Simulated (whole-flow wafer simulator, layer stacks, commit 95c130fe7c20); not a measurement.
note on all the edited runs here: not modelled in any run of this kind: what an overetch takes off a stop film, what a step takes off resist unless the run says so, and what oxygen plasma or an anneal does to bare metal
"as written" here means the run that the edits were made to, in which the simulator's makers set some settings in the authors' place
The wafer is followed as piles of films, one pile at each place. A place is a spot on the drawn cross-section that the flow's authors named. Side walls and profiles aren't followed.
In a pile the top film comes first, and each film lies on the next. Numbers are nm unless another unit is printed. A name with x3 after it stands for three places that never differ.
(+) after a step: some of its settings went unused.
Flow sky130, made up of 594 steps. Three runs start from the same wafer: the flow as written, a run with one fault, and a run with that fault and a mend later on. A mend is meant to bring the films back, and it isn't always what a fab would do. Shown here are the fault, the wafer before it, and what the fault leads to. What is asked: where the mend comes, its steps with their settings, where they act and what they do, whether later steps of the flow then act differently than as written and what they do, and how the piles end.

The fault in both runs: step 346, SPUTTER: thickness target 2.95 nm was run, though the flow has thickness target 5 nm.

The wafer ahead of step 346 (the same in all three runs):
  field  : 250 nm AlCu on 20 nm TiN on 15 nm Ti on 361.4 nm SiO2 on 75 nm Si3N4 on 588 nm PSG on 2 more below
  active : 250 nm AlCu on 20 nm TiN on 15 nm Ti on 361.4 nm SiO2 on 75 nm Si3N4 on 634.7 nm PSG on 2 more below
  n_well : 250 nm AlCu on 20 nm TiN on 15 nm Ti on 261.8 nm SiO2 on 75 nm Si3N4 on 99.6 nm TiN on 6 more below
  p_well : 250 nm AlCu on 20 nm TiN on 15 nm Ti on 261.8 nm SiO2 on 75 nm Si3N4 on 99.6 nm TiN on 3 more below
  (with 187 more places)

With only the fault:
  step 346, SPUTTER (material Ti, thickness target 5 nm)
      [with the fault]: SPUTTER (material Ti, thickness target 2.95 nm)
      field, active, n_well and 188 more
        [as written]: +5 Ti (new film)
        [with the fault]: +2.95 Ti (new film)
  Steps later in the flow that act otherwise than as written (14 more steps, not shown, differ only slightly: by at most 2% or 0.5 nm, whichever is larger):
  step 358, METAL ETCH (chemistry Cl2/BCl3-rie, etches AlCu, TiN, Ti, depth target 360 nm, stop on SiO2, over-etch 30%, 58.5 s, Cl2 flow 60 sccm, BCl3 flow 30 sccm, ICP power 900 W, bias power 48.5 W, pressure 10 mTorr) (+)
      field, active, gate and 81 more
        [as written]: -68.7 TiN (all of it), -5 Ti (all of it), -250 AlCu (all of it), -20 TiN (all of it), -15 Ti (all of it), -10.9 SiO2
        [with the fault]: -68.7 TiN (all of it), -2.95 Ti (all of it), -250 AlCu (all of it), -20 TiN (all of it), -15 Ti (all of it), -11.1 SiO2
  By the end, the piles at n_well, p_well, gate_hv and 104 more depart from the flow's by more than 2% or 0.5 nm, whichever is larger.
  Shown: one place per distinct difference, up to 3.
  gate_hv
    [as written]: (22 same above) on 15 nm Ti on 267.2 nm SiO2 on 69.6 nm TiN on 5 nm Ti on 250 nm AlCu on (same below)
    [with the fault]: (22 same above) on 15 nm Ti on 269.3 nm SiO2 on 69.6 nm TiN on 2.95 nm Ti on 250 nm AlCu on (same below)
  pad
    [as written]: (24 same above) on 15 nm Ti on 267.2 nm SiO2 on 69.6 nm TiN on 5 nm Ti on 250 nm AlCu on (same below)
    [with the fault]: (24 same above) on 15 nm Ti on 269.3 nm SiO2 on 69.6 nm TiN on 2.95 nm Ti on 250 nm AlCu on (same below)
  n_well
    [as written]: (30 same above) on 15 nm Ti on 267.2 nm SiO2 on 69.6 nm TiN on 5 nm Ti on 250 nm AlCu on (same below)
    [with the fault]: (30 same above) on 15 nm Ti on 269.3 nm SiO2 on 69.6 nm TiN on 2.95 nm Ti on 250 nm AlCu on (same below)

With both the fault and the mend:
  After step 346 comes the mend.
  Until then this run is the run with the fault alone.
  step 346a, SPUTTER (material Ti, thickness target 2.05 nm) (the flow's step 346 again, with other settings)
      field, active, n_well and 188 more
        +2.05 Ti
  Every later step of the flow that is run acts as written at every place that is followed.
  By the end, the piles equal the flow's at every place that both follow.
